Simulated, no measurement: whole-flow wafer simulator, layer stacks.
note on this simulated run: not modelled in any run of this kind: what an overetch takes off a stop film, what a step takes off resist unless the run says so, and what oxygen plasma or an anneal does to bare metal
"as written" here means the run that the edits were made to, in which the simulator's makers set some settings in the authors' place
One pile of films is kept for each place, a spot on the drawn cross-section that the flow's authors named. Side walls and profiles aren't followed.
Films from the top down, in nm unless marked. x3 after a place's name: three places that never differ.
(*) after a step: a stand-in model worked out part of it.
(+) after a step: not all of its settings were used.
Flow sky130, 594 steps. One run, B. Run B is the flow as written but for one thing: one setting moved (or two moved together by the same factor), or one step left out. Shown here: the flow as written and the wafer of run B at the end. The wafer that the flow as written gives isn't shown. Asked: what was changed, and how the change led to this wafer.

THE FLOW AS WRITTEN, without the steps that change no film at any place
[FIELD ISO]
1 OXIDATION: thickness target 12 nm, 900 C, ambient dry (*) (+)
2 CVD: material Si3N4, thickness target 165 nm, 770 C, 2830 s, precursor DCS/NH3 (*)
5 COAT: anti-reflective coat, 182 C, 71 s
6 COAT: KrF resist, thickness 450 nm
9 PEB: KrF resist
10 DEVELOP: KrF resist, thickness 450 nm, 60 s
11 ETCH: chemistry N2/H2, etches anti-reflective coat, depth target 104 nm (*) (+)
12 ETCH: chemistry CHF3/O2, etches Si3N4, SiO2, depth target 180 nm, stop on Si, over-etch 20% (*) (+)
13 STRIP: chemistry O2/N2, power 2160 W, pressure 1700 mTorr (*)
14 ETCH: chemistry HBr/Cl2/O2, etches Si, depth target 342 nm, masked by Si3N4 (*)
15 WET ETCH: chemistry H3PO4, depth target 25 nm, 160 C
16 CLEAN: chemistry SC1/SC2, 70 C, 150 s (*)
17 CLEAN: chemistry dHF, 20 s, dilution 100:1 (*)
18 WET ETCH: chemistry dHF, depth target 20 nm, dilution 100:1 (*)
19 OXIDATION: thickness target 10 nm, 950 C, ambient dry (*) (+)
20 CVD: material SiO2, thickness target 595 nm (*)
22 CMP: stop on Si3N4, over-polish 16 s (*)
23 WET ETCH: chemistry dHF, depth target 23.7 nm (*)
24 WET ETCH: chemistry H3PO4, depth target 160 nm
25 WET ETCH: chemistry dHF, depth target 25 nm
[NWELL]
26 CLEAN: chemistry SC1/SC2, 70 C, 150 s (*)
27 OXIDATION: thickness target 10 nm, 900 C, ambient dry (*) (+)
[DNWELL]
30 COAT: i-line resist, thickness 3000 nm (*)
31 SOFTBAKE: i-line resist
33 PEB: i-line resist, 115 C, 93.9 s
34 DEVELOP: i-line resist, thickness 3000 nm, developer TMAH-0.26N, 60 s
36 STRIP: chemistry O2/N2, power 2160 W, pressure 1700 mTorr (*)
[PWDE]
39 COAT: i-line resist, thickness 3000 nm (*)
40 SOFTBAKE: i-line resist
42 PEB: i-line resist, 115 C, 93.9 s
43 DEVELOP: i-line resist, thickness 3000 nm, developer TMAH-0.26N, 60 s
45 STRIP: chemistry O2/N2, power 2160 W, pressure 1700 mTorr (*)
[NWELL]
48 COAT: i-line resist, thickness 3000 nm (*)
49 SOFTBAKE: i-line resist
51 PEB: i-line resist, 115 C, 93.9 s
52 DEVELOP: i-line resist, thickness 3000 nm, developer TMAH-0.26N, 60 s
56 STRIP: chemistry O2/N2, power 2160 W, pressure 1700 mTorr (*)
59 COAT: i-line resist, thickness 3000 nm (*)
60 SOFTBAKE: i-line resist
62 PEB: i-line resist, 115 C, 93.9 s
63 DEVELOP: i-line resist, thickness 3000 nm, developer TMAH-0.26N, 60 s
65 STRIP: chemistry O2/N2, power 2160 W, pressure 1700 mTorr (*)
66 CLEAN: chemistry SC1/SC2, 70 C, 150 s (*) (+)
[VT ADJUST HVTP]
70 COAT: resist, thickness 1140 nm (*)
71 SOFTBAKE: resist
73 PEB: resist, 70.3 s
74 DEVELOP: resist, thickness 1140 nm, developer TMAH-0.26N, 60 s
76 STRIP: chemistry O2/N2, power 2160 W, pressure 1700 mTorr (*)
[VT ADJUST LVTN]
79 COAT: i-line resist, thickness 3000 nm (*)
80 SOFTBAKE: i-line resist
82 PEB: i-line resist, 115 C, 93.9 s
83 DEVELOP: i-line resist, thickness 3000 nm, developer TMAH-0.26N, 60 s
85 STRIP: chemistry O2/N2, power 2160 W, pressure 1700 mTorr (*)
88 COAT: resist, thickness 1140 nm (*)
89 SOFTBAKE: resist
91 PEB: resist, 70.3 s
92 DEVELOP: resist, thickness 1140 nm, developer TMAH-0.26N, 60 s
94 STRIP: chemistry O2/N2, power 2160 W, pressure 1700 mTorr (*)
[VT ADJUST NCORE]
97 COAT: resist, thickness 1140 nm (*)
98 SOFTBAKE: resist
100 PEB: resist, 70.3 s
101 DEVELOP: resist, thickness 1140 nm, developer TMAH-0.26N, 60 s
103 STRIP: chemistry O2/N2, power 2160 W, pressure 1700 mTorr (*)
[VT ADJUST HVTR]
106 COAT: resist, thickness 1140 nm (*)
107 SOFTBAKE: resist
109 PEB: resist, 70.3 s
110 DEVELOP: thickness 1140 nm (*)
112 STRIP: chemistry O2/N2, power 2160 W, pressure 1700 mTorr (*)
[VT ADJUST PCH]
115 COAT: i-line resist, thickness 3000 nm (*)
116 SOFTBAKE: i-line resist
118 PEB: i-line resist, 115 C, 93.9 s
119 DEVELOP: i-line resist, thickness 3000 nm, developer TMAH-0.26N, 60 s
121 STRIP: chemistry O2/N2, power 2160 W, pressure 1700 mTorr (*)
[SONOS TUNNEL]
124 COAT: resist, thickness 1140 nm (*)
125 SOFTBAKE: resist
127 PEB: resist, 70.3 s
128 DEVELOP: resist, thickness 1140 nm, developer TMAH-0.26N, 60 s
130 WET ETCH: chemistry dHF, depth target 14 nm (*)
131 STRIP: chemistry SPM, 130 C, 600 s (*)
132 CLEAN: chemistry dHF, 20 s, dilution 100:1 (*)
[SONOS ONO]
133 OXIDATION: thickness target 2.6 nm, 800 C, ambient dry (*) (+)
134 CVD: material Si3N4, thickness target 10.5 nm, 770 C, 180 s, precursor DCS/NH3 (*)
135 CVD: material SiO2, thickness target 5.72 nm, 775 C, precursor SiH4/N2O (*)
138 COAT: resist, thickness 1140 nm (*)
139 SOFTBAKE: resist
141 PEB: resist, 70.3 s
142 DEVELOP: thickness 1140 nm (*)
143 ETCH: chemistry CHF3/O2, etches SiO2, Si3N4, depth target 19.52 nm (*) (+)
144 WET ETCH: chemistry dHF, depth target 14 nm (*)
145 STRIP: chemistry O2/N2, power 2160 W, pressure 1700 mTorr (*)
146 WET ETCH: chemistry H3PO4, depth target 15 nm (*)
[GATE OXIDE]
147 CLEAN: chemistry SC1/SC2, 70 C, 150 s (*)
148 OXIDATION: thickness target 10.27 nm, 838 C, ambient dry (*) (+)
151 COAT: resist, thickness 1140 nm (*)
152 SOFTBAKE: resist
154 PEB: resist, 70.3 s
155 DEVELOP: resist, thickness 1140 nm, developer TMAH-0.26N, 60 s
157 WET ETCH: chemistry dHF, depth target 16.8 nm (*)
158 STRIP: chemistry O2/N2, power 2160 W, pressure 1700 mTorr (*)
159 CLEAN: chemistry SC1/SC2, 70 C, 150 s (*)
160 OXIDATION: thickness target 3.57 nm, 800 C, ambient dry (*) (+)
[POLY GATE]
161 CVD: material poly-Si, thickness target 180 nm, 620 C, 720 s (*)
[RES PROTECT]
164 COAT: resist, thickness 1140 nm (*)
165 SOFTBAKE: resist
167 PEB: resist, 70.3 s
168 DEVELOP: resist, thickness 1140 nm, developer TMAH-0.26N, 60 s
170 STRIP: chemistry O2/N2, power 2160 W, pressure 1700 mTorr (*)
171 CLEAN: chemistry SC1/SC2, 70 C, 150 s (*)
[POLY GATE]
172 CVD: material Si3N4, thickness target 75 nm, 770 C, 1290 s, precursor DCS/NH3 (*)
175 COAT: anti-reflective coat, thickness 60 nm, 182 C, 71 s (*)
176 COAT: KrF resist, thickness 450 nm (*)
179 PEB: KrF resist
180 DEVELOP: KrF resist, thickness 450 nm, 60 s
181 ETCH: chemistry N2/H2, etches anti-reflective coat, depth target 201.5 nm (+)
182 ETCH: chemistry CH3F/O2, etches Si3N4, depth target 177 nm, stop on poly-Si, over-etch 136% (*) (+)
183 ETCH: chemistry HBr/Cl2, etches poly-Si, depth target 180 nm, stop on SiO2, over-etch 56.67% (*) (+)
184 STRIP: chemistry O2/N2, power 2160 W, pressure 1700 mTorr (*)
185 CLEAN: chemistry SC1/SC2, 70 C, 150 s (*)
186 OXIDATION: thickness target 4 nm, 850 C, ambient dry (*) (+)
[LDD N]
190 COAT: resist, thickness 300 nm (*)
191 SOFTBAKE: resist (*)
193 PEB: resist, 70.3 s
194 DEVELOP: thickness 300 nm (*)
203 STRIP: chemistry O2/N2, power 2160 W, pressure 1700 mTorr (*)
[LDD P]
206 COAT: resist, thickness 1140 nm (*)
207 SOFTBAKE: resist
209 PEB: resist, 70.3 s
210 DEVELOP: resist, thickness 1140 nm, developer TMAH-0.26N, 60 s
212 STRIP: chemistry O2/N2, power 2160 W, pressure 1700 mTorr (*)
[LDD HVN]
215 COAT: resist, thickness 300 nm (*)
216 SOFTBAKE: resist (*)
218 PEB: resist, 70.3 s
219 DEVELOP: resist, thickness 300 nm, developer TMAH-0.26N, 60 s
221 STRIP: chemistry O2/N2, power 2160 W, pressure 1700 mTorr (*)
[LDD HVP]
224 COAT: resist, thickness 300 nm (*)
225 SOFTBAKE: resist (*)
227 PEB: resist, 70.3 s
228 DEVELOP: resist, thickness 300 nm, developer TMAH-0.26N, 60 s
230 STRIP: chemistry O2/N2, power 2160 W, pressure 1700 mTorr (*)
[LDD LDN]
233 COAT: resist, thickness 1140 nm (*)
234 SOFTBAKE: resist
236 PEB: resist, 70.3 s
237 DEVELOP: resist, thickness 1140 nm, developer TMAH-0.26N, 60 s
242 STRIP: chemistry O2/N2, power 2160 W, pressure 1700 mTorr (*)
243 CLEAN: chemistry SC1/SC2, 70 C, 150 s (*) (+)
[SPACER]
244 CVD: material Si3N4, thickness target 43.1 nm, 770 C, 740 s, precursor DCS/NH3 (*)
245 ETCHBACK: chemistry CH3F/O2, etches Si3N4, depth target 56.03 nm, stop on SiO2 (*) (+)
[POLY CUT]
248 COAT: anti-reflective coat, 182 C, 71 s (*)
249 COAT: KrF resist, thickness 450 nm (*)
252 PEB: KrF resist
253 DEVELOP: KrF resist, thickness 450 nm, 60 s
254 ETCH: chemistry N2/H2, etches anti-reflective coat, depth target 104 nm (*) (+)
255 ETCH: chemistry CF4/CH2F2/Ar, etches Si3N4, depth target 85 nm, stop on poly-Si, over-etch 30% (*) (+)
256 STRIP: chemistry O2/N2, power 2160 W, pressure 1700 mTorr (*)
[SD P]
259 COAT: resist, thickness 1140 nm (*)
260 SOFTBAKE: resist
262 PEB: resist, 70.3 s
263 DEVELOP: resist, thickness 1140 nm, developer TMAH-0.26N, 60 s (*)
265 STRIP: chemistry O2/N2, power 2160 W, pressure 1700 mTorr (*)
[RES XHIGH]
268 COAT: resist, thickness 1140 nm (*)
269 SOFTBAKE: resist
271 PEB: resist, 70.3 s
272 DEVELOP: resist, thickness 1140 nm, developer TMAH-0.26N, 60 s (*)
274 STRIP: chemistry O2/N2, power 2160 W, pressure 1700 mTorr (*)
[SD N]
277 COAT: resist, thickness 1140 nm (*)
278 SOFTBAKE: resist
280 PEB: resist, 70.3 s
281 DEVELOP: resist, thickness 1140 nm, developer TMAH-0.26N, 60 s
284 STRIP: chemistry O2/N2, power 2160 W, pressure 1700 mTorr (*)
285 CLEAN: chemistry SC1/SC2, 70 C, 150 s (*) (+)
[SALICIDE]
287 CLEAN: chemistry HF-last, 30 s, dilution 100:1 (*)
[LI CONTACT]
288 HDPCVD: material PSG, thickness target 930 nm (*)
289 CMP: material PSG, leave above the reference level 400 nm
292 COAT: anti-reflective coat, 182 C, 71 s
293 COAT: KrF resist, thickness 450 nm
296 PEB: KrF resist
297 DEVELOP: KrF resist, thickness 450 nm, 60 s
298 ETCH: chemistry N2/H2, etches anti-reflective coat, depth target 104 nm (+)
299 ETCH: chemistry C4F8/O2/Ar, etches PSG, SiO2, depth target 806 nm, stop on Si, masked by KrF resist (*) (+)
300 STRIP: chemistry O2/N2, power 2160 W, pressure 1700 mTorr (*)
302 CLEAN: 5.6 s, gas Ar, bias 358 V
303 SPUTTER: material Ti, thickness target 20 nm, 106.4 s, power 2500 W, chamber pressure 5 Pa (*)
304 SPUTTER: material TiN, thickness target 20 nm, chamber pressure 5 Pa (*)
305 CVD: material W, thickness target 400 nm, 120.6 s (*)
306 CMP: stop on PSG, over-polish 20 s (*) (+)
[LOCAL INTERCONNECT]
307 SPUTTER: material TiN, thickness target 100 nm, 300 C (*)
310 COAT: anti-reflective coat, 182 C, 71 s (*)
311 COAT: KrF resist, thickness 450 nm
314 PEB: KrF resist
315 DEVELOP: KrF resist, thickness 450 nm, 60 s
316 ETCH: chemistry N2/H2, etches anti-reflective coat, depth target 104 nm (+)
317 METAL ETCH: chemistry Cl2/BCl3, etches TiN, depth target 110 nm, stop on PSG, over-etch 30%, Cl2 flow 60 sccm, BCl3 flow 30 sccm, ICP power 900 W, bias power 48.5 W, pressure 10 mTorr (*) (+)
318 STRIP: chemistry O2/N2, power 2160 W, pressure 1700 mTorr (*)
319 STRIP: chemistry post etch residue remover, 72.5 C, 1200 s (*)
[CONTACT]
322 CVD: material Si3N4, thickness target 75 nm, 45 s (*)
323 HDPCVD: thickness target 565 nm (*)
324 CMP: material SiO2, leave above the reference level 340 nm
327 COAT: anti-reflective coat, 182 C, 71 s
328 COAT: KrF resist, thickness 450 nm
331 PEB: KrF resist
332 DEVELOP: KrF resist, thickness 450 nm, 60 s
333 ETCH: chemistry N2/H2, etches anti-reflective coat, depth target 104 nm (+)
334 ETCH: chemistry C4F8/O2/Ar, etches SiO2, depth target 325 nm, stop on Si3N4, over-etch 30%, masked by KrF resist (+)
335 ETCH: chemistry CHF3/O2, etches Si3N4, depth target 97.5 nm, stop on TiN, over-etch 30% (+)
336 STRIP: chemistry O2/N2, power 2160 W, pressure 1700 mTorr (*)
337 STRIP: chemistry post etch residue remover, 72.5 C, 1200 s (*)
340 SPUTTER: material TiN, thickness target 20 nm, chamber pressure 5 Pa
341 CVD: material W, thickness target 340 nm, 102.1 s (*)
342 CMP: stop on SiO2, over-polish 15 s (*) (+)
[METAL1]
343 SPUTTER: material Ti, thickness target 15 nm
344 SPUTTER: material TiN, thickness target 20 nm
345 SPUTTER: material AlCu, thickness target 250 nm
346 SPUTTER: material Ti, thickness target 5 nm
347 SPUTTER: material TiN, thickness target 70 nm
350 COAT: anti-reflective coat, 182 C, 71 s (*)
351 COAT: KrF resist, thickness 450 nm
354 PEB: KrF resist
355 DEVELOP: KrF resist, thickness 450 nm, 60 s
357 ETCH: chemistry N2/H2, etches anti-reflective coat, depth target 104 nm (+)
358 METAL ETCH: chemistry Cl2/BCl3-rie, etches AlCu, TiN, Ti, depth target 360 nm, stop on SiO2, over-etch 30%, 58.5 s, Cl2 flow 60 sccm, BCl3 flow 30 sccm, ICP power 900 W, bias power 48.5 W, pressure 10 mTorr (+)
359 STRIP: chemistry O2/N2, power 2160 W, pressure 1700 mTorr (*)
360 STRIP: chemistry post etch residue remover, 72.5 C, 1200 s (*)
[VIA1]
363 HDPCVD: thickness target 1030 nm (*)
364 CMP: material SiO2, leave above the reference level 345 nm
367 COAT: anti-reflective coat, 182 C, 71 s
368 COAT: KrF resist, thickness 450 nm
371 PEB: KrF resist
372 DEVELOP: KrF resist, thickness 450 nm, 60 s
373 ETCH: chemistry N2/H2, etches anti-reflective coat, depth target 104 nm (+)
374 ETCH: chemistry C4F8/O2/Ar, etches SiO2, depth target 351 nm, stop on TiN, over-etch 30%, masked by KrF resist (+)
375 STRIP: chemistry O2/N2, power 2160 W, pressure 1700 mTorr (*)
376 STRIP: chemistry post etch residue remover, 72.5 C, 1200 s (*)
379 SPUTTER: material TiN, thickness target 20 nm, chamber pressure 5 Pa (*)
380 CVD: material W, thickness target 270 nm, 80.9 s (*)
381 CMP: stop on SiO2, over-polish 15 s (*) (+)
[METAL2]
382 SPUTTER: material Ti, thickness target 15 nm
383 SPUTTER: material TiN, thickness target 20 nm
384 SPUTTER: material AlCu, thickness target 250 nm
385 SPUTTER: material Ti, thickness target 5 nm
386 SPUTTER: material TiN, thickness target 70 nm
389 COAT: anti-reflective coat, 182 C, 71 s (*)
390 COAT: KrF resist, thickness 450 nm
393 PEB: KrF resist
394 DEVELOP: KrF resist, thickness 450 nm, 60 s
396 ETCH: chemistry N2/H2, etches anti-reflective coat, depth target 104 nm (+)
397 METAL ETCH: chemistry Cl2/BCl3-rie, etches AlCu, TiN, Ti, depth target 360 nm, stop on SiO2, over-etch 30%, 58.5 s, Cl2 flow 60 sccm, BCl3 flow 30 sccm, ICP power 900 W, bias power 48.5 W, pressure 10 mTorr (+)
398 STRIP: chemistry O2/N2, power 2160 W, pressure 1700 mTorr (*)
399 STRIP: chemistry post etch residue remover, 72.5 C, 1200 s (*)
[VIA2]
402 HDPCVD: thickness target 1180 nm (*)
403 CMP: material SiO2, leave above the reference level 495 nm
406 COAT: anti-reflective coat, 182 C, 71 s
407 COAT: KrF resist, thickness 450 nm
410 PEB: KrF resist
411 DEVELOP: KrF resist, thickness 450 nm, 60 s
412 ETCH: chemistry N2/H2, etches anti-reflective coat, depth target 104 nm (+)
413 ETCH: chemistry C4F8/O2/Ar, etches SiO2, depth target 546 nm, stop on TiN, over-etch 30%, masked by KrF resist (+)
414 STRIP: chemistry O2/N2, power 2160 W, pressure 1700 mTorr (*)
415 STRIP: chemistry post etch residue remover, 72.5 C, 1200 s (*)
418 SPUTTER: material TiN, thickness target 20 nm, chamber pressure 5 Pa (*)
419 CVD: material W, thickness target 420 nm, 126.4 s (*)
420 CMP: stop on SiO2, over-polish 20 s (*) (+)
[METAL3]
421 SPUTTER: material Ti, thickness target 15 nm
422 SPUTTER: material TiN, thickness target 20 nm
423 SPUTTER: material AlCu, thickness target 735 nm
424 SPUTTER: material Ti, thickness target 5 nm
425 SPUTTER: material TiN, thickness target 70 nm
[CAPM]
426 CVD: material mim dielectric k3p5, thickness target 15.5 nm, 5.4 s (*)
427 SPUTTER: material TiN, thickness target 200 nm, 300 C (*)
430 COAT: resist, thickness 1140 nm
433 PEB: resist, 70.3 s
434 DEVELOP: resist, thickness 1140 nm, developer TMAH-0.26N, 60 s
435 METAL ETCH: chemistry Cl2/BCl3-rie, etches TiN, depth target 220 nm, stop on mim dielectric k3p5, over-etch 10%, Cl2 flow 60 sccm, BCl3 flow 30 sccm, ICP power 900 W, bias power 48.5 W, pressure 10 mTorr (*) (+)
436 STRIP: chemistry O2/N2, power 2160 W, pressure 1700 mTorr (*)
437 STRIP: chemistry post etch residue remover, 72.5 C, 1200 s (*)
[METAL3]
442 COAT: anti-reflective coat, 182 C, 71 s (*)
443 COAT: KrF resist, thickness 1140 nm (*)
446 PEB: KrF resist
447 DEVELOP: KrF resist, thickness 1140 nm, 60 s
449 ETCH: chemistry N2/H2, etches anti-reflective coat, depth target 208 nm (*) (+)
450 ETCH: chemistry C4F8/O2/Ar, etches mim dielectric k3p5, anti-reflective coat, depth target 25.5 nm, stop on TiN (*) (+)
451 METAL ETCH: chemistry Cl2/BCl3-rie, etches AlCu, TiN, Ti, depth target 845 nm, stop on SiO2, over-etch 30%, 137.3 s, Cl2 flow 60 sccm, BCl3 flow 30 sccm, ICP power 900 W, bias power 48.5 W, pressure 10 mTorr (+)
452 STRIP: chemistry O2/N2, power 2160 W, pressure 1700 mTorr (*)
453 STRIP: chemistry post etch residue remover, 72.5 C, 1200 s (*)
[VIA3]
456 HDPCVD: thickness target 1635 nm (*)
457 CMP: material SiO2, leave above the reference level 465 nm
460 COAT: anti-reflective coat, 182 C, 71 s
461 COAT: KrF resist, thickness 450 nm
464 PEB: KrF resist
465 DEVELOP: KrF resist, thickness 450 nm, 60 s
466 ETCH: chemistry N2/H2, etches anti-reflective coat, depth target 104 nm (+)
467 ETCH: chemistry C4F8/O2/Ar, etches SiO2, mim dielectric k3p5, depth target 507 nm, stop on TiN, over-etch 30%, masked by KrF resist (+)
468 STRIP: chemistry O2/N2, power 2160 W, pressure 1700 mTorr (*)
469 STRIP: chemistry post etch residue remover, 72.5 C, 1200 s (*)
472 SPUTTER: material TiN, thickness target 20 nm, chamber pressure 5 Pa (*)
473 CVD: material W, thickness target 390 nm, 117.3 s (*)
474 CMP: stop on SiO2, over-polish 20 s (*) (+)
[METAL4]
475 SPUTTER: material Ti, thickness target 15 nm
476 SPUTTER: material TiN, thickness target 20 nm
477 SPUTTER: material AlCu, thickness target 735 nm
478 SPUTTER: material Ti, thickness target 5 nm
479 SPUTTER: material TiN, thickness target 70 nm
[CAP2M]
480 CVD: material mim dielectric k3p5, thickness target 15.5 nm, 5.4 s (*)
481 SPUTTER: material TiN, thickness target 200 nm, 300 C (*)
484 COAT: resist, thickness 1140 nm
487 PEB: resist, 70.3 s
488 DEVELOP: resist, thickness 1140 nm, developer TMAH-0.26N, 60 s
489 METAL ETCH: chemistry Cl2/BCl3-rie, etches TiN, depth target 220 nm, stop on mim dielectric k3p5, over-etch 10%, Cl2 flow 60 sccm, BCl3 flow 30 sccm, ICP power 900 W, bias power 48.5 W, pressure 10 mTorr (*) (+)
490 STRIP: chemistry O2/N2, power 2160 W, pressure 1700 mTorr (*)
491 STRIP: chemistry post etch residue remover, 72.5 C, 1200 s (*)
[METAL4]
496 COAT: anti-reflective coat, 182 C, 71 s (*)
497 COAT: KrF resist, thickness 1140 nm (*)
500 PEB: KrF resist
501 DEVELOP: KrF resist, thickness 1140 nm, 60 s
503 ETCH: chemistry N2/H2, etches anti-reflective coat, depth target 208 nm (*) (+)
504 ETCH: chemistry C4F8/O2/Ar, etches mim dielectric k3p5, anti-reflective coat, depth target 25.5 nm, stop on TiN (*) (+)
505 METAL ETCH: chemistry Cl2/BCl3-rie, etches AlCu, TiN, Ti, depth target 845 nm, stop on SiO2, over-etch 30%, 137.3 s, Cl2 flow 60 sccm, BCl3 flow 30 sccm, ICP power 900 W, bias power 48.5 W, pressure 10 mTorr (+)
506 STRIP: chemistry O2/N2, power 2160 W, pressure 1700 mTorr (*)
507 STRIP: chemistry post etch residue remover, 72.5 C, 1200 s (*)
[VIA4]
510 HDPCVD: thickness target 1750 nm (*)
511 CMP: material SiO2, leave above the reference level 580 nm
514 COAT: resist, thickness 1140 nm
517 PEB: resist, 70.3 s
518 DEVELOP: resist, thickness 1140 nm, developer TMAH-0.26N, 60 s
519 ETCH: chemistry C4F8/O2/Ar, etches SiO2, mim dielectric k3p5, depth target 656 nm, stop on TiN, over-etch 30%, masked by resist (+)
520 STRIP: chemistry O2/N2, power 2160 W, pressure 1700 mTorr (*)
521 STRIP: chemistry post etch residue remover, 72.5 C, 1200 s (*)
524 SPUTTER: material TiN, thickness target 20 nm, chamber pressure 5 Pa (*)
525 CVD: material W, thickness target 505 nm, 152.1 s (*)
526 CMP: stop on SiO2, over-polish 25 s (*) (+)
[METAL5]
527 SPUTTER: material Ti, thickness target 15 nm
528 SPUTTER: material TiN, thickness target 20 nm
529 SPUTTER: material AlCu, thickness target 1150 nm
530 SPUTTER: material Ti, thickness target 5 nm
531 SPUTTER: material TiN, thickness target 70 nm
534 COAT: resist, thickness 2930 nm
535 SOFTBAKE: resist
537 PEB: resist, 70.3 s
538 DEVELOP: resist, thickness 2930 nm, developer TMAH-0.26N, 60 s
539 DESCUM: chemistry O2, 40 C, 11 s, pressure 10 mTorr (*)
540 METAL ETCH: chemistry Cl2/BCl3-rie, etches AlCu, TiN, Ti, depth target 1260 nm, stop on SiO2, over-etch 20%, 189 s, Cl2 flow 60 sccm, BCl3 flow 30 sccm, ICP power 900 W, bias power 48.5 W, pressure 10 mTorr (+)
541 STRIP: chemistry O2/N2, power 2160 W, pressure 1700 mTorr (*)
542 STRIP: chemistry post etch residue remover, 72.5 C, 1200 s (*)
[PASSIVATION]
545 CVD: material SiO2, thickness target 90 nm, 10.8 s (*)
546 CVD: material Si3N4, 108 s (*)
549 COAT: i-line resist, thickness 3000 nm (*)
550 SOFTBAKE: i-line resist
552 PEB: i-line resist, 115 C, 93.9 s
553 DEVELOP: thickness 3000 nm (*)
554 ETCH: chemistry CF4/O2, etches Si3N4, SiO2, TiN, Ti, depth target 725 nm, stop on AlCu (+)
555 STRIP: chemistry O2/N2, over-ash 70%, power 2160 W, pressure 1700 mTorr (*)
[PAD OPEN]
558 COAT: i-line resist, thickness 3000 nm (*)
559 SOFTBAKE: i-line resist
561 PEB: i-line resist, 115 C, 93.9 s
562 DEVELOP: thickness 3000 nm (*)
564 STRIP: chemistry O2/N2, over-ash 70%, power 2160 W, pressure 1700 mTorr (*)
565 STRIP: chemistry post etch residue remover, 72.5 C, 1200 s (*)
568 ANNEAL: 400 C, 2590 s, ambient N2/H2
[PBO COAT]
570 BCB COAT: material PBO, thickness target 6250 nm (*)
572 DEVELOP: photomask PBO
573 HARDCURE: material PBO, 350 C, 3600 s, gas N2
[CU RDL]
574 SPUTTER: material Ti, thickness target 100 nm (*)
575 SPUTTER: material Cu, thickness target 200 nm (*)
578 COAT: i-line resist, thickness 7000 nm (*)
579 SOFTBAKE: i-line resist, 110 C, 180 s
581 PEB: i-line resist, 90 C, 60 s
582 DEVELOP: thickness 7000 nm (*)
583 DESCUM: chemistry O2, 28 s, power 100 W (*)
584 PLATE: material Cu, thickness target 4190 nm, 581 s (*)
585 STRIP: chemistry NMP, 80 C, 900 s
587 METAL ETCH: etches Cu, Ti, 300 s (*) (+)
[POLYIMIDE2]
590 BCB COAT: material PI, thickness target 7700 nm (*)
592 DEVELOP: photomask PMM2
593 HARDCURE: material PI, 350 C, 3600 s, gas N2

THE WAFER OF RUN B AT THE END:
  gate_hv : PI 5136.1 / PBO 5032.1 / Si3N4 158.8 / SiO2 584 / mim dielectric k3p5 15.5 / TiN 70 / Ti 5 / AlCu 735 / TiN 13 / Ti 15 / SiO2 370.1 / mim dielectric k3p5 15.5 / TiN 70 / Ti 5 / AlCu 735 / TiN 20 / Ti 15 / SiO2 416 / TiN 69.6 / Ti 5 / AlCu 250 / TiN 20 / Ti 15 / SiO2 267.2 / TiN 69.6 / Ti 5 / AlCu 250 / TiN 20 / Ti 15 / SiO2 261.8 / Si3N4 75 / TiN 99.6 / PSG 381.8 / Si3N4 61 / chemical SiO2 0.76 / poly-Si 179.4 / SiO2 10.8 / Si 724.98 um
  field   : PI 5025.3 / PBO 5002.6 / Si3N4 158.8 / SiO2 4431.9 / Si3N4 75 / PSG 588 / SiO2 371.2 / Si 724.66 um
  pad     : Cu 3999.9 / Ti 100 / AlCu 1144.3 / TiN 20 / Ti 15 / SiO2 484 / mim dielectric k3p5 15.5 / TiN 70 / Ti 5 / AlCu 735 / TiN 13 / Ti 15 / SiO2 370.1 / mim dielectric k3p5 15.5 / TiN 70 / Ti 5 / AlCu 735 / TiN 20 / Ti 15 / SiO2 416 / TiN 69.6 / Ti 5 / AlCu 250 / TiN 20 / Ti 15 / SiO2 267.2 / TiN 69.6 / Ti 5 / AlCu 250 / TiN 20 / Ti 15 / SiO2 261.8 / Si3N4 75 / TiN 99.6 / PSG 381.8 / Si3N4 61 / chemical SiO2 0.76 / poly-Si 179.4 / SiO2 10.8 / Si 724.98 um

The cause: step 476, SPUTTER: thickness target 13 nm was run, where the flow has thickness target 20 nm.
It can be read off the wafer: gate_hv has TiN 13, and step 476 as written asks for 20 nm.

How the change led to this, step by step:
  476 SPUTTER: material TiN, thickness target 20 nm
      field, active, n_well and 189 more: TiN +13 (new film) (as written it would be: TiN +20 (new film))
  505 METAL ETCH: chemistry Cl2/BCl3-rie, etches AlCu, TiN, Ti, depth target 845 nm, stop on SiO2, over-etch 30%, 137.3 s, Cl2 flow 60 sccm, BCl3 flow 30 sccm, ICP power 900 W, bias power 48.5 W, pressure 10 mTorr (+)
      field, gate, spacer and 68 more: TiN -70 (all of it), Ti -5 (all of it), AlCu -735 (all of it), TiN -13 (all of it), Ti -15 (all of it), SiO2 -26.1 (as written it would be: TiN -70 (all of it), Ti -5 (all of it), AlCu -735 (all of it), TiN -20 (all of it), Ti -15 (all of it), SiO2 -25.4)
      active, vpp_iso1, mim_edge_plate and 13 more: TiN -70 (all of it), Ti -5 (all of it), AlCu -735 (all of it), TiN -13 (all of it), Ti -15 (all of it), SiO2 -26.1 (as written it would be: TiN -70 (all of it), Ti -5 (all of it), AlCu -735 (all of it), TiN -20 (all of it), Ti -15 (all of it), SiO2 -25.3)
      (and at 1 more place)
